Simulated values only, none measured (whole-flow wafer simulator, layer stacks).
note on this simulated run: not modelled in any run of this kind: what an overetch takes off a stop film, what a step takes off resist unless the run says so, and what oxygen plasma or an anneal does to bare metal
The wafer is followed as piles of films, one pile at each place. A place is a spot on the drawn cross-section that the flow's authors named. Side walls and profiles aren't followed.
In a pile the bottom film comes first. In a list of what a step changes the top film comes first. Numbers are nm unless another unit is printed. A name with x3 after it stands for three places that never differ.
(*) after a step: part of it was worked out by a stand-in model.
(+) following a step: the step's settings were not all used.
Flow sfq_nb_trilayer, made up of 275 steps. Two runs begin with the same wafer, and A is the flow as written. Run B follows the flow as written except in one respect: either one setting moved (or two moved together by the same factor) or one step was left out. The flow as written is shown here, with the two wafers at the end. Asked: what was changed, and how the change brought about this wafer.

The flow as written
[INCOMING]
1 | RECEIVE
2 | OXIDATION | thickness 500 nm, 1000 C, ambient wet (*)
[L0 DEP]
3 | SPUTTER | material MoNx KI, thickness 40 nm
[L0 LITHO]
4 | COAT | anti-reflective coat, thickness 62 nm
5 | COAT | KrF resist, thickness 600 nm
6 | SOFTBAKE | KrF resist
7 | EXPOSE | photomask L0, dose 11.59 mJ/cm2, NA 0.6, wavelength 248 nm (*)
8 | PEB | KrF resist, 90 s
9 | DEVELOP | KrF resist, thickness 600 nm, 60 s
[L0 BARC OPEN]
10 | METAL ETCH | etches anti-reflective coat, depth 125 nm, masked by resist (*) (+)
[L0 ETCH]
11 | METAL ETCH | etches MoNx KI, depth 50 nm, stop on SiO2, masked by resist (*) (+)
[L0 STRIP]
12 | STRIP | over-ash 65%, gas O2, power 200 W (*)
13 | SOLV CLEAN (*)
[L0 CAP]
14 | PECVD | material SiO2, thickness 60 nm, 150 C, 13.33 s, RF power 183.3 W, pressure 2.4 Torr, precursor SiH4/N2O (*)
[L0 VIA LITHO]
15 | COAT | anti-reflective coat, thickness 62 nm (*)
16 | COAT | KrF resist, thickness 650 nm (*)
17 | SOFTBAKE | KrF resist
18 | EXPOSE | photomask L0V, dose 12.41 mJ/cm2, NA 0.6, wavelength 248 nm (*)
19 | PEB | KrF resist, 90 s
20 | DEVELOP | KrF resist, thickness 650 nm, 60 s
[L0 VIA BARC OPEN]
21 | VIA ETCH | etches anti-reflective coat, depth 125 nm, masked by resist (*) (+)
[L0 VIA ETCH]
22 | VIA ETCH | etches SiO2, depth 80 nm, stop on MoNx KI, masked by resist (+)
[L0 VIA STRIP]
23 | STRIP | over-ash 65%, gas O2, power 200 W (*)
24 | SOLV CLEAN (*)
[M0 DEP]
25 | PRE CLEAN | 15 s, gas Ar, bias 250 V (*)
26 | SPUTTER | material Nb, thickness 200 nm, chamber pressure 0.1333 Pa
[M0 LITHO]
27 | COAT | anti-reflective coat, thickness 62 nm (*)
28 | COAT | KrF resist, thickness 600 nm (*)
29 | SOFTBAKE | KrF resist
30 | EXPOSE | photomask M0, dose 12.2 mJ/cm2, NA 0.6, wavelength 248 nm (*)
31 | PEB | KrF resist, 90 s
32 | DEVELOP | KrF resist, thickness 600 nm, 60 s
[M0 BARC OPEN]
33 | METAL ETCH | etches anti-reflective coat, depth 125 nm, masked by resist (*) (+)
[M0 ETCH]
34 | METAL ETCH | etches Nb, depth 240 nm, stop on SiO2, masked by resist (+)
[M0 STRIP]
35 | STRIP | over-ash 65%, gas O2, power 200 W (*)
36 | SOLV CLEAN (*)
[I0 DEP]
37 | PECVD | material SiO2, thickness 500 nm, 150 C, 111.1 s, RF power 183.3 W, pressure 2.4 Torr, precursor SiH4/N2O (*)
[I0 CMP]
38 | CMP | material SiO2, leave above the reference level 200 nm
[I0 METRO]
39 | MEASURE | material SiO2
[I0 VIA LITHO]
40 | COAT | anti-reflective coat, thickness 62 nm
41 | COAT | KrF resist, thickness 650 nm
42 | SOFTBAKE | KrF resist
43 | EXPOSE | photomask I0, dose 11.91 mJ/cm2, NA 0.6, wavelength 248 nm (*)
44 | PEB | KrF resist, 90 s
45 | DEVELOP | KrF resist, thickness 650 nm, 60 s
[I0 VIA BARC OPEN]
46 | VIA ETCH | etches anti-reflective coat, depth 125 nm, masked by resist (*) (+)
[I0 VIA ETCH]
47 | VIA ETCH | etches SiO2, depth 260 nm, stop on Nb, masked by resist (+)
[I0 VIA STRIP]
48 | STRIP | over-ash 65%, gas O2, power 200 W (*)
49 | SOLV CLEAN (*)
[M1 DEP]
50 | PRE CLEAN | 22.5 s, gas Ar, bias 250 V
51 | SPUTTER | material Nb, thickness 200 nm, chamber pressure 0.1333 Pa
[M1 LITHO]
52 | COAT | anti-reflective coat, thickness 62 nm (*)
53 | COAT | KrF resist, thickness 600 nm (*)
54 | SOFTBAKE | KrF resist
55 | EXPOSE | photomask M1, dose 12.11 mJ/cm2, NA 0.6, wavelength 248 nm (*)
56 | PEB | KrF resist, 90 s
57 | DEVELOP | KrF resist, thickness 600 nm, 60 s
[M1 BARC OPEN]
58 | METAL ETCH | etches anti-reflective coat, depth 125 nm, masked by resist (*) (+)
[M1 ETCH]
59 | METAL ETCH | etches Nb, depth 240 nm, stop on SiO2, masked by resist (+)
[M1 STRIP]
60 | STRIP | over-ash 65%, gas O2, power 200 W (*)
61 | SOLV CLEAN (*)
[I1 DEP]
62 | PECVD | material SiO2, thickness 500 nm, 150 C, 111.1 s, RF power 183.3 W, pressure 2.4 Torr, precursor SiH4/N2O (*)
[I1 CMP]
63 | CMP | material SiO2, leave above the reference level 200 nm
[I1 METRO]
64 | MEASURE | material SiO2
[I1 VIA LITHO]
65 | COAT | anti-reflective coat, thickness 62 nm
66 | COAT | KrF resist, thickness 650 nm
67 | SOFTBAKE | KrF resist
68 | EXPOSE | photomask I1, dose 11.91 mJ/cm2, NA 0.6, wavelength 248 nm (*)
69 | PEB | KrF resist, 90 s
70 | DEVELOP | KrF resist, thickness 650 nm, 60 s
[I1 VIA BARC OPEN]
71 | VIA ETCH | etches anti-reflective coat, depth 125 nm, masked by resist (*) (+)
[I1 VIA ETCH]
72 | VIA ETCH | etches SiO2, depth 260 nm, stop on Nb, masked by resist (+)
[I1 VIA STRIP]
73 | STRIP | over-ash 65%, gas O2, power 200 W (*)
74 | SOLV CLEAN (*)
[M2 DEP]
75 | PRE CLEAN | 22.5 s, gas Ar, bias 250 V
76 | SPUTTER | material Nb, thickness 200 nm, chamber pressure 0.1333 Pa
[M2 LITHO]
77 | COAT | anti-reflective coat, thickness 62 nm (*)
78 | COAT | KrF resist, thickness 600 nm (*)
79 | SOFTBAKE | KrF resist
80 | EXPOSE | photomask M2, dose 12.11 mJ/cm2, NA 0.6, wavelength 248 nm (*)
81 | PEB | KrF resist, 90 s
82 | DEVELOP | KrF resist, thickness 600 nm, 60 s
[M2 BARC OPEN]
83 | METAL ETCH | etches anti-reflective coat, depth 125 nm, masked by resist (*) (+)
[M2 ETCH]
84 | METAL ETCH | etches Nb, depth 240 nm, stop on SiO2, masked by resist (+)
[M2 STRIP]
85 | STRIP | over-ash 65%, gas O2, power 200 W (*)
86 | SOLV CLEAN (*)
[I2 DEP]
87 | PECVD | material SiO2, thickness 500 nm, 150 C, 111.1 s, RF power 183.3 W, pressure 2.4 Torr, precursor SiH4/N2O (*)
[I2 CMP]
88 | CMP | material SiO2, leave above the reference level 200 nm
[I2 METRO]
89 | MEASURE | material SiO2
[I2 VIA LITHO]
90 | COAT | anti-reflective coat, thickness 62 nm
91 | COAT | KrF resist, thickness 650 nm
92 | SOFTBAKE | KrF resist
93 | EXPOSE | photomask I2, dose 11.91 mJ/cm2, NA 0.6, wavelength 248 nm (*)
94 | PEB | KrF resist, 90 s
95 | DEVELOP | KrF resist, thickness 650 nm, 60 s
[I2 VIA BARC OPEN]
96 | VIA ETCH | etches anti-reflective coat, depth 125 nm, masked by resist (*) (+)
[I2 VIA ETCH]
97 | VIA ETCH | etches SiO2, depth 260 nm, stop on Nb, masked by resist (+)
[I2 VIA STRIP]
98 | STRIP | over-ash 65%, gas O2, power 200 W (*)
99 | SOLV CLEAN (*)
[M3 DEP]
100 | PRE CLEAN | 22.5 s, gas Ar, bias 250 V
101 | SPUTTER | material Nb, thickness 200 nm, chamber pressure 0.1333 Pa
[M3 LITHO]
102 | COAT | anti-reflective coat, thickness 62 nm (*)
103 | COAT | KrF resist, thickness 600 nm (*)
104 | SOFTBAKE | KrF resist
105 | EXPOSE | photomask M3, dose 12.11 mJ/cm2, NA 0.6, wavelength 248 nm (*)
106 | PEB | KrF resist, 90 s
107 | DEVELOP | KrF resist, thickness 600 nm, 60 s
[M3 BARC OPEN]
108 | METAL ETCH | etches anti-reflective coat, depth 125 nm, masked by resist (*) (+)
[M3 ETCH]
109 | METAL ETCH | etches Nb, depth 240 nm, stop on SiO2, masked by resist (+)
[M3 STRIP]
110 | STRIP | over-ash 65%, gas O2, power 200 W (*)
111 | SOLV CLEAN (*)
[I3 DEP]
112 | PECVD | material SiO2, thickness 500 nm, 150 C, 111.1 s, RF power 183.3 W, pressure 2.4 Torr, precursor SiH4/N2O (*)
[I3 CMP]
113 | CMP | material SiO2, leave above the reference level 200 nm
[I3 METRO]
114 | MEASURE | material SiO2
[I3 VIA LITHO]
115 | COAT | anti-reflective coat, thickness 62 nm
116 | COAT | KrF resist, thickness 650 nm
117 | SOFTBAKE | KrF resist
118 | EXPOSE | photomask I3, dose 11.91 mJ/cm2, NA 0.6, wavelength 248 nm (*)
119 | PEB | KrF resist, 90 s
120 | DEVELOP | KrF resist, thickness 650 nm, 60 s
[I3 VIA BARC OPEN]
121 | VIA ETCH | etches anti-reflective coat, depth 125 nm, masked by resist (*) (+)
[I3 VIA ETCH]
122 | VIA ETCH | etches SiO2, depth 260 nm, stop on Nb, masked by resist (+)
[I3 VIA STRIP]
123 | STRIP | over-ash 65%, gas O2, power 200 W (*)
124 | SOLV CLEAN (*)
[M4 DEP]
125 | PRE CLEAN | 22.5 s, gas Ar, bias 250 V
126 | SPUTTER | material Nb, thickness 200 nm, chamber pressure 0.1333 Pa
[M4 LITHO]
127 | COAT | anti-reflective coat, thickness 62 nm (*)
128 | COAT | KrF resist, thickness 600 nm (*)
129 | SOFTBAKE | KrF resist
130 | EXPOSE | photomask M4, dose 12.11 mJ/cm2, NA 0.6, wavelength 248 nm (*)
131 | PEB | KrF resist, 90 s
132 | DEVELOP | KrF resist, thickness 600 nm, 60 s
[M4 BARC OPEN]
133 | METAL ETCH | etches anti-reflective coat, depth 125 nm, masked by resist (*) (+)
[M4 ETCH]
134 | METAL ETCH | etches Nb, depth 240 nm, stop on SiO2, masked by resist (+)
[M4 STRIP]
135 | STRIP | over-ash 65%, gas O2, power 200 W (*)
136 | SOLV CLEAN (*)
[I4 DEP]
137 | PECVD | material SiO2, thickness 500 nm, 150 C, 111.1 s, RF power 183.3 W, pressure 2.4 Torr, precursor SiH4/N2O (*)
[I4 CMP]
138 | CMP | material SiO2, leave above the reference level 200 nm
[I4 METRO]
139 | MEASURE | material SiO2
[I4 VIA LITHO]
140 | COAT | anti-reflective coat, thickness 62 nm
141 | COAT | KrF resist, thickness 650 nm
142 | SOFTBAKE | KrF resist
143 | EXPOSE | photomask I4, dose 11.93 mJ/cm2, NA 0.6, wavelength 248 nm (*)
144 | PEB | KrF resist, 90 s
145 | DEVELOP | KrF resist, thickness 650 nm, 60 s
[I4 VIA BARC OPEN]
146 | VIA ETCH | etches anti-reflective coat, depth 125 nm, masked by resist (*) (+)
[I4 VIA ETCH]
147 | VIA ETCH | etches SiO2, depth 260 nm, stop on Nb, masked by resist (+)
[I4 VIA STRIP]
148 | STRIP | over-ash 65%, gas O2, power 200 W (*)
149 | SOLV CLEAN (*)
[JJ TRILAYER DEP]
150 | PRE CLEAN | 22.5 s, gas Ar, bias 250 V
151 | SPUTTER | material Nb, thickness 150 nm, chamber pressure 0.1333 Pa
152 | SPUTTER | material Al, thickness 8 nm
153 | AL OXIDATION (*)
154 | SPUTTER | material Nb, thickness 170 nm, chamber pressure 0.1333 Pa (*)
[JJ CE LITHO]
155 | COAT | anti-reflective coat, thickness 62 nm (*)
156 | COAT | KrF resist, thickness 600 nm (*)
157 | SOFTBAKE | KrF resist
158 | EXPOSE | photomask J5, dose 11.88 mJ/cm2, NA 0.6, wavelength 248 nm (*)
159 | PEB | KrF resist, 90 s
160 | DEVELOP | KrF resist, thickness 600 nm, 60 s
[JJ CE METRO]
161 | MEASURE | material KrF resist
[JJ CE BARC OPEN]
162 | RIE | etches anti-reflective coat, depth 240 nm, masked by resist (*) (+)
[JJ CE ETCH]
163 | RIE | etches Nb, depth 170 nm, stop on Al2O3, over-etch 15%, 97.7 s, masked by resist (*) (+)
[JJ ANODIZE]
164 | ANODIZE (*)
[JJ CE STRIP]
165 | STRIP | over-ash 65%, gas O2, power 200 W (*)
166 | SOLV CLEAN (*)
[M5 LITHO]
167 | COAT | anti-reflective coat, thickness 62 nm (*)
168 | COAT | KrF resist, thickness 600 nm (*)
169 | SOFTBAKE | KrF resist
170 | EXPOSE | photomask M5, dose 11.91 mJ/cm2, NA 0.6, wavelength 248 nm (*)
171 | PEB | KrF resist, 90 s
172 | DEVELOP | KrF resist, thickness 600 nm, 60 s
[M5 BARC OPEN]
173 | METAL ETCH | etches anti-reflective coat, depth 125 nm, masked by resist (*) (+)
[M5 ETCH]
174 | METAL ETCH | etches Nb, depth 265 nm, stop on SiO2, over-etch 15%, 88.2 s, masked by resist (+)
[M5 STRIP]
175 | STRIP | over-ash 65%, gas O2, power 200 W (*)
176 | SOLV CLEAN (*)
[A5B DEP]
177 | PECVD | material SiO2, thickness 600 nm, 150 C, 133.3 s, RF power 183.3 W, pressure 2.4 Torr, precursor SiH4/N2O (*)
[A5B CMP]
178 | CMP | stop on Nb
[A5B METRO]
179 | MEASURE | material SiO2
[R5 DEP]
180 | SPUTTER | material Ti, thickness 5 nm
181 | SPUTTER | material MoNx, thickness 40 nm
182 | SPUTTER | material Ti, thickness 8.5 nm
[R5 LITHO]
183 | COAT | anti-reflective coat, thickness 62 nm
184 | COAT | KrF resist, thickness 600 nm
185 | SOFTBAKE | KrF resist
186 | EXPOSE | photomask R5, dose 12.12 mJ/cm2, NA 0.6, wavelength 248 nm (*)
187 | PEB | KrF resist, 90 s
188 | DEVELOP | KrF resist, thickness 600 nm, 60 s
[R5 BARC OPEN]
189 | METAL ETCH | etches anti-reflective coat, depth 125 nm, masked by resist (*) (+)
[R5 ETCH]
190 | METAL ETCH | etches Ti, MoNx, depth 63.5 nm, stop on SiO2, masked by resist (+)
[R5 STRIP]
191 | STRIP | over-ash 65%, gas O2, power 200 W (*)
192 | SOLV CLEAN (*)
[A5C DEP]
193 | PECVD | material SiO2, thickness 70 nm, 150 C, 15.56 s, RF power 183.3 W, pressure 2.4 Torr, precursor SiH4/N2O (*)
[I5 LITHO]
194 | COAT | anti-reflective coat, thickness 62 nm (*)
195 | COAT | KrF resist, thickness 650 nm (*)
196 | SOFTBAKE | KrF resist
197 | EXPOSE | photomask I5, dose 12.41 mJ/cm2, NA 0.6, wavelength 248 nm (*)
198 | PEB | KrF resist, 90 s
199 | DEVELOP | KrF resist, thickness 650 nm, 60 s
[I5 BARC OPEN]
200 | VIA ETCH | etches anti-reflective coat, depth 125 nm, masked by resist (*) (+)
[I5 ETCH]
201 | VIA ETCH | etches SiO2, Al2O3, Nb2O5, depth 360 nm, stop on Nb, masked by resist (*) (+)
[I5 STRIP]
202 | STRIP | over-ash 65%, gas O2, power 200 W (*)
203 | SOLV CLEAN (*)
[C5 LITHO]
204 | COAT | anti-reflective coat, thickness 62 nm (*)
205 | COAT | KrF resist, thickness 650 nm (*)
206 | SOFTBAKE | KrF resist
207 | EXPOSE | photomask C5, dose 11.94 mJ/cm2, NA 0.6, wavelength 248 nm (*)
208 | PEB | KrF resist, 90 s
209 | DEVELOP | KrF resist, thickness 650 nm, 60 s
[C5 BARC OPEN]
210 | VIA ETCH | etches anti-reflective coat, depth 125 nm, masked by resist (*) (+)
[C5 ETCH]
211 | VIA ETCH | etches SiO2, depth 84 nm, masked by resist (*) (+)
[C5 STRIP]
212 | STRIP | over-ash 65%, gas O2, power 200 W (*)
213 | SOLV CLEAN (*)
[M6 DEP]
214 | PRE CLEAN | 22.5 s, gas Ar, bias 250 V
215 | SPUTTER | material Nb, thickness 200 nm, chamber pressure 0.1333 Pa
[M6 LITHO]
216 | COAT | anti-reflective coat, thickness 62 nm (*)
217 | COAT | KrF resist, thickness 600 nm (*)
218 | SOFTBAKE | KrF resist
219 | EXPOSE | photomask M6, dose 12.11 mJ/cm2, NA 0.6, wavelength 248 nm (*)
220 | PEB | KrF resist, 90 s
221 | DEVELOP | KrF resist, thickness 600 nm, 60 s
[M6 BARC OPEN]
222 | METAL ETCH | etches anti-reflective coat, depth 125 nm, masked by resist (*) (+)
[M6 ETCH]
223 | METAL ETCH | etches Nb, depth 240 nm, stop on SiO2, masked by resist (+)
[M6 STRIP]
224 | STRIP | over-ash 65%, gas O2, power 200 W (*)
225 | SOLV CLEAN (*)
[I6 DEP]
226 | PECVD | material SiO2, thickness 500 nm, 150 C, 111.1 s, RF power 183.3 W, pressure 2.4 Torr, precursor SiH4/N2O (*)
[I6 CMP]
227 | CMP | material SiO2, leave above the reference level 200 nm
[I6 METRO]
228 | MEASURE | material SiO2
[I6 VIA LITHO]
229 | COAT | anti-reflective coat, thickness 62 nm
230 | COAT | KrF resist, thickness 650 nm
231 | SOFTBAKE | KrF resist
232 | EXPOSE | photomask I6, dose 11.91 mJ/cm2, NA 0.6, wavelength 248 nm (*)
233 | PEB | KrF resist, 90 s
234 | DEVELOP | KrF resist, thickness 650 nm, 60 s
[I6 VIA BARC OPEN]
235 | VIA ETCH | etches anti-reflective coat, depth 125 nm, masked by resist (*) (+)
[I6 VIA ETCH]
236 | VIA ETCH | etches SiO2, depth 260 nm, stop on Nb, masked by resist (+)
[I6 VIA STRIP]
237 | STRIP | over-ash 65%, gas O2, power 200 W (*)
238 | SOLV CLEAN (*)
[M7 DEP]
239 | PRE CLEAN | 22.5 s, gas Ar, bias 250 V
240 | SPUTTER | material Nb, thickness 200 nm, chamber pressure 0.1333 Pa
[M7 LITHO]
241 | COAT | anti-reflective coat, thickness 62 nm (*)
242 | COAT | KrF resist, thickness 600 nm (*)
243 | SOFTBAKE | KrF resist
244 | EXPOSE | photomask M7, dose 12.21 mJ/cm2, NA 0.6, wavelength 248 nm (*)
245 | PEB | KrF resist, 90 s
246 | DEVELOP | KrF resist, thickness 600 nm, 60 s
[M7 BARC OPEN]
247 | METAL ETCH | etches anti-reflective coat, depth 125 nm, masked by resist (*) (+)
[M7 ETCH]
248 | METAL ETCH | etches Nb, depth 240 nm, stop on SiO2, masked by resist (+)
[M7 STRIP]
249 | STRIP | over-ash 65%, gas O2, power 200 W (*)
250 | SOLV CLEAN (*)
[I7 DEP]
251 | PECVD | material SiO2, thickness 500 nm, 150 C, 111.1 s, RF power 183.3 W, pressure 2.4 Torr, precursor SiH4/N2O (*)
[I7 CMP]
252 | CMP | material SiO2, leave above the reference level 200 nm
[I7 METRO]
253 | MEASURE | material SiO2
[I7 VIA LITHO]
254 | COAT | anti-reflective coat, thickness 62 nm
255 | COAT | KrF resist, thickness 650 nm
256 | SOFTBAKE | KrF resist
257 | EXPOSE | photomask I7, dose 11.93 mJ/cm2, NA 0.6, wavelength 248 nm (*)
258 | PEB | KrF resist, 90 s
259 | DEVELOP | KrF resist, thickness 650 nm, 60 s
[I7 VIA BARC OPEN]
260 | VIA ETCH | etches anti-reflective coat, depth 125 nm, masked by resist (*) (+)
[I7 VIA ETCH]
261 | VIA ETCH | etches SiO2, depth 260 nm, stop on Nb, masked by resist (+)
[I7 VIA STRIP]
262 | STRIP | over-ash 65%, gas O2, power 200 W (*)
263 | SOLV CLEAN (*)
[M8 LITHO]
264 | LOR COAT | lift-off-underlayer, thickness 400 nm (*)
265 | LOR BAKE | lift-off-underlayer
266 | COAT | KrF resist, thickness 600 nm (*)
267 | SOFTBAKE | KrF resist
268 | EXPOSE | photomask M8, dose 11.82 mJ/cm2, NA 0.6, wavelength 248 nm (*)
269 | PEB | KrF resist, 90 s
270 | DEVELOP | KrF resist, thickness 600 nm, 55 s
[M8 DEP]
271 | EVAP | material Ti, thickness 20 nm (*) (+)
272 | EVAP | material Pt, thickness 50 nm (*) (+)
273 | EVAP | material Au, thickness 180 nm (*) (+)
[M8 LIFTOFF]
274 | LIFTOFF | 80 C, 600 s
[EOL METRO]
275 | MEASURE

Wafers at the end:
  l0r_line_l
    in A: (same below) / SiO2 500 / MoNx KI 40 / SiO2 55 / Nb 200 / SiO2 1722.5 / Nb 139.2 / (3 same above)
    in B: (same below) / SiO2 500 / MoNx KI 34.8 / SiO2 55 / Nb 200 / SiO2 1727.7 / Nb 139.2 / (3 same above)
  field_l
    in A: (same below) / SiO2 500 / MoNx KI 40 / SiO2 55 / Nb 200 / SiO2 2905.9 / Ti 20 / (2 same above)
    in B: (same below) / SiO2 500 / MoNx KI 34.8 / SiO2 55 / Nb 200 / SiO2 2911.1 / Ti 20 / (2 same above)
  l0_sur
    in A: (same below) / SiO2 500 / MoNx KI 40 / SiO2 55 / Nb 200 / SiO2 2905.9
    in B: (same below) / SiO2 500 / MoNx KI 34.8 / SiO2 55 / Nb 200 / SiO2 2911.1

What caused this: step 3, SPUTTER: thickness 34.8 nm was run, though the flow has thickness 40 nm.
One can read it off the wafer: l0r_line_l has MoNx KI 34.8, and step 3 as written asks for 40 nm.

The path from the change to this, step by step:
  3 | SPUTTER | material MoNx KI, thickness 40 nm
      field_l, v_sur, via_wl and 103 more: A +40 MoNx KI (new film) | B +34.8 MoNx KI (new film)
  11 | METAL ETCH | etches MoNx KI, depth 50 nm, stop on SiO2, masked by resist (*) (+)
      v_sur, via_wl, via_w and 97 more: A -40 MoNx KI (all of it) | B -34.8 MoNx KI (all of it)
  15 | COAT | anti-reflective coat, thickness 62 nm (*)
      l0r_space_c: A +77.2 anti-reflective coat (new film) | B +75.3 anti-reflective coat (new film)
  23 | STRIP | over-ash 65%, gas O2, power 200 W (*)
      l0r_space_c: A -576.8 KrF resist (all of it), -77.2 anti-reflective coat (all of it) | B -574.5 KrF resist (all of it), -75.3 anti-reflective coat (all of it)
  27 | COAT | anti-reflective coat, thickness 62 nm (*)
      l0r_space_c: A +78 anti-reflective coat (new film) | B +75.8 anti-reflective coat (new film)
  35 | STRIP | over-ash 65%, gas O2, power 200 W (*)
      l0r_space_c: A -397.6 KrF resist (all of it), -78 anti-reflective coat (all of it) | B -395.6 KrF resist (all of it), -75.8 anti-reflective coat (all of it)
